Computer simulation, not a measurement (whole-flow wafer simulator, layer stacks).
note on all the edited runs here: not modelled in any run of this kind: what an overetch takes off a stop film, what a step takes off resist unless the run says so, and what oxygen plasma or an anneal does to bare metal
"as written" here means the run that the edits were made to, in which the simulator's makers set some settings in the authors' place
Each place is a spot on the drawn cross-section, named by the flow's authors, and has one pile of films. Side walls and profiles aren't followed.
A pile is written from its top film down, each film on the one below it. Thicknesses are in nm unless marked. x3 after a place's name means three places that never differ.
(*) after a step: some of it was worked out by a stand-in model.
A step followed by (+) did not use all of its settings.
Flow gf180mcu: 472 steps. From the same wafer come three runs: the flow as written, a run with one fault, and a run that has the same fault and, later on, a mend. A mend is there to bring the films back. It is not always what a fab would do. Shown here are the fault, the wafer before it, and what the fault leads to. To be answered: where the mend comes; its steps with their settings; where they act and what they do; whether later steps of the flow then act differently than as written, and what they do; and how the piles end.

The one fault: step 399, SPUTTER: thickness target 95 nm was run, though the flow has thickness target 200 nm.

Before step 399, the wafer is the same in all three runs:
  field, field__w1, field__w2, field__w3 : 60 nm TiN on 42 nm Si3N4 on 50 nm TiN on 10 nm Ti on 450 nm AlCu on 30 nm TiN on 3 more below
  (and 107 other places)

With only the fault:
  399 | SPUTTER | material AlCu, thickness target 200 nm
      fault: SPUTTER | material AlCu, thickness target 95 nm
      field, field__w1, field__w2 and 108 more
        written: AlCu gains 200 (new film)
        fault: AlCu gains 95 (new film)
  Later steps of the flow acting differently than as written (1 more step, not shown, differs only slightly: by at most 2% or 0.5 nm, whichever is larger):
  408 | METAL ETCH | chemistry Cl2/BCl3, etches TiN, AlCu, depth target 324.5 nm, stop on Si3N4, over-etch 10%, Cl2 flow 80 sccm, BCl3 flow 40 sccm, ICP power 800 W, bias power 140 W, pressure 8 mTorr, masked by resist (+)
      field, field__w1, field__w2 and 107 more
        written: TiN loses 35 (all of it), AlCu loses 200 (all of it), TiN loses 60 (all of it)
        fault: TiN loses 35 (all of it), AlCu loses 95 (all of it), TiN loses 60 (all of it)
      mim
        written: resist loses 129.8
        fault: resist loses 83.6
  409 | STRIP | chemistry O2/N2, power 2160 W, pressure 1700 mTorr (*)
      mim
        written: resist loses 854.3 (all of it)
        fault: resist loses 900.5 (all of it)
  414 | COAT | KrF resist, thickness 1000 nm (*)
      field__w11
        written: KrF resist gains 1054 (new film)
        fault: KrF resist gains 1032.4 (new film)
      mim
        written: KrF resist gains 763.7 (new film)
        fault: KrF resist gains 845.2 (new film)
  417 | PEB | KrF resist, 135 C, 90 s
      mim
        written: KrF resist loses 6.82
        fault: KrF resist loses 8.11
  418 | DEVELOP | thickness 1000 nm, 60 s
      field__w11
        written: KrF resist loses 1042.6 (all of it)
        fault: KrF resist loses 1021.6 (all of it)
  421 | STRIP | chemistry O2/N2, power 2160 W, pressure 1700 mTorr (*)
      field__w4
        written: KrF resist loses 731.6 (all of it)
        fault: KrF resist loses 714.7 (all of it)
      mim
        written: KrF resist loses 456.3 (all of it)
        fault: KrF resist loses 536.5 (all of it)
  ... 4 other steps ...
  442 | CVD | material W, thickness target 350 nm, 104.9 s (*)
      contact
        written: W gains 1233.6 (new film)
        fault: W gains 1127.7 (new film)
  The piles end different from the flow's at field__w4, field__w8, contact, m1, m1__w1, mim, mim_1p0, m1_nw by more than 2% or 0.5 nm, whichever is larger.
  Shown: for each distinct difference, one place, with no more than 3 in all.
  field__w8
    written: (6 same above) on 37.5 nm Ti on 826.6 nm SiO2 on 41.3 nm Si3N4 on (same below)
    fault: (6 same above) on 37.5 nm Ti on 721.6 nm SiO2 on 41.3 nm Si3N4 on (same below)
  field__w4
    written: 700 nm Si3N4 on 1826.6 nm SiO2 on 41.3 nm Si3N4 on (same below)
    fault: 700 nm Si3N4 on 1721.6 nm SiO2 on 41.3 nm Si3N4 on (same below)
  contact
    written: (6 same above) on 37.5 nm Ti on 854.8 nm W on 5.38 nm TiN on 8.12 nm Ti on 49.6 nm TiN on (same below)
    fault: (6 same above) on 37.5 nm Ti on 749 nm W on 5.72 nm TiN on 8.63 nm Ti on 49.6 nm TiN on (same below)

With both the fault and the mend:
  The mend stands after step 399.
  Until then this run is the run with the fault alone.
  399a | SPUTTER | material AlCu, thickness target 105 nm (the flow's step 399 again, with other settings)
      field, field__w1, field__w2 and 108 more
        AlCu gains 105
  Every later step of the flow that is run acts as written at every place that is followed.
  The piles end the same as the flow's at every place that both follow.
